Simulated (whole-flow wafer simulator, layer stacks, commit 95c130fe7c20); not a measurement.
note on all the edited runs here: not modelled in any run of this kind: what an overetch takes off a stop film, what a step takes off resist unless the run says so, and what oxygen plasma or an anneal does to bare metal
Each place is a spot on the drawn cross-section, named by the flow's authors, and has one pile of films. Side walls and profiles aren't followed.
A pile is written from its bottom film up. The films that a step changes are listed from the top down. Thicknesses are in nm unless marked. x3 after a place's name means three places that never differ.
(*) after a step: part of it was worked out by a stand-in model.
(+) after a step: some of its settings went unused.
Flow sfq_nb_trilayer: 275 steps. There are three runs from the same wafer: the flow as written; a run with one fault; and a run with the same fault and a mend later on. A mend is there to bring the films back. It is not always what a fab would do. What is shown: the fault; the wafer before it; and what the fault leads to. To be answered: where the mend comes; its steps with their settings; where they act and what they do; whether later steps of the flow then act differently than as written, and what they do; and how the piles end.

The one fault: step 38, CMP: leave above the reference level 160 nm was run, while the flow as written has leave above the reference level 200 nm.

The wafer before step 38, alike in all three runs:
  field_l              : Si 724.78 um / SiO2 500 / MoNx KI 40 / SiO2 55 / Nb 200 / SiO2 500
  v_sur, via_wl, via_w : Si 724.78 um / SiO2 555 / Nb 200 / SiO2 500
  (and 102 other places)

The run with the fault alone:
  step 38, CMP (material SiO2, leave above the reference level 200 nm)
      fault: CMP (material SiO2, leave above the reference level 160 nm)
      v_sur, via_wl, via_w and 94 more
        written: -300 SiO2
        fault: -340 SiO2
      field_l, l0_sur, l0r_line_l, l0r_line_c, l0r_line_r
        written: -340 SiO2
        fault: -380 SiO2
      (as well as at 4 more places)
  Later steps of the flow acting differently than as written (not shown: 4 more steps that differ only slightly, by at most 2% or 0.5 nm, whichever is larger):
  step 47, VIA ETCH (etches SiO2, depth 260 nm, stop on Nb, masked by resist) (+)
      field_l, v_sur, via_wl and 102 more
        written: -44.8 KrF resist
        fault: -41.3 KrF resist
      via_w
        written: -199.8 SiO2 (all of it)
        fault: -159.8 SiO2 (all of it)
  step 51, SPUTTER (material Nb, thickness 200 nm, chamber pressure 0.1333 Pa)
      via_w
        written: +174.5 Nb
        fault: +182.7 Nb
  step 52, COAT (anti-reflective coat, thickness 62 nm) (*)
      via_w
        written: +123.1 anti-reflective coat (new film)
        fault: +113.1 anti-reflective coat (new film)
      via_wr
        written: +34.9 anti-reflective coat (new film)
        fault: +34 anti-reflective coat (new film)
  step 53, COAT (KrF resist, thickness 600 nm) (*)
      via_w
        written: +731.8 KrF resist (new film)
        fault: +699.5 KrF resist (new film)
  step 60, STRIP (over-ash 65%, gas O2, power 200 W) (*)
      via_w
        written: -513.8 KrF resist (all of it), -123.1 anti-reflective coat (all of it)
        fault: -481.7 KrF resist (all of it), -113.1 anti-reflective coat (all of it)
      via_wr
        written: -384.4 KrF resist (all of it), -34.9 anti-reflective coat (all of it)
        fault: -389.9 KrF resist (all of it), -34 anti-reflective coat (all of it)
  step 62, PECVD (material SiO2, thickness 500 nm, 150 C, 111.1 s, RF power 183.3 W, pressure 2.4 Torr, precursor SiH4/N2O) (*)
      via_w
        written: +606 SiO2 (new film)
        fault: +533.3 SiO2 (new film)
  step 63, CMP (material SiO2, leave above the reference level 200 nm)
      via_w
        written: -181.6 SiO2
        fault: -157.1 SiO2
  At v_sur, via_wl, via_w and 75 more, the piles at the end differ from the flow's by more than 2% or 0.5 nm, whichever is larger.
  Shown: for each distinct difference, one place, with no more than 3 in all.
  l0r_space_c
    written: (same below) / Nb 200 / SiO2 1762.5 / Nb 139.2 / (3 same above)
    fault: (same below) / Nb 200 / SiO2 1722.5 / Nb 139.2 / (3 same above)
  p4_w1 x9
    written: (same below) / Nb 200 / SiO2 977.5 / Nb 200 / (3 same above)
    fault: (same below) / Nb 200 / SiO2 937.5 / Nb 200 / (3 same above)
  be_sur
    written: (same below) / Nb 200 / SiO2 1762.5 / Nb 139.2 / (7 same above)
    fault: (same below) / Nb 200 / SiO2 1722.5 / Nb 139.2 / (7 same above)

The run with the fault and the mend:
  The mend stands after step 45.
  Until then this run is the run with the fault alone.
  step 45a, STRIP (over-ash 65%, gas O2, power 200 W) (*)
      field_l, v_sur, via_wl and 102 more
        -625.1 KrF resist (all of it), -62 anti-reflective coat (all of it)
      via_w
        -62 anti-reflective coat (all of it)
  step 45b, PECVD (material SiO2, thickness 40 nm, 150 C, 8.889 s, RF power 183.3 W, pressure 2.4 Torr, precursor SiH4/N2O) (the flow's step 37, run once more with other settings)
      field_l, v_sur, via_wl and 103 more
        +40 SiO2
  step 45c, COAT (anti-reflective coat, thickness 62 nm) (the flow's step 40, run once more)
      field_l, v_sur, via_wl and 103 more
        +62 anti-reflective coat (new film)
  step 45d, COAT (KrF resist, thickness 650 nm) (the flow's step 41, run once more)
      field_l, v_sur, via_wl and 103 more
        +650 KrF resist (new film)
  step 45e, SOFTBAKE (KrF resist) (the flow's step 42, run once more)
      alters no film at any place that is followed
  step 45f, EXPOSE (photomask I0, dose 11.91 mJ/cm2, NA 0.6, wavelength 248 nm) (*) (the flow's step 43, run once more)
      alters no film at any place that is followed
  step 45g, PEB (KrF resist, 90 s) (the flow's step 44, run once more)
      field_l, v_sur, via_wl and 103 more
        -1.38 KrF resist
  step 45h, DEVELOP (KrF resist, thickness 650 nm, 60 s) (the flow's step 45, run once more)
      field_l, v_sur, via_wl and 102 more
        -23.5 KrF resist
      via_w
        -648.6 KrF resist (all of it)
  None of the later steps of the flow acts differently than as written at any place that is followed.
  At every place that both follow, the piles at the end match the flow's.
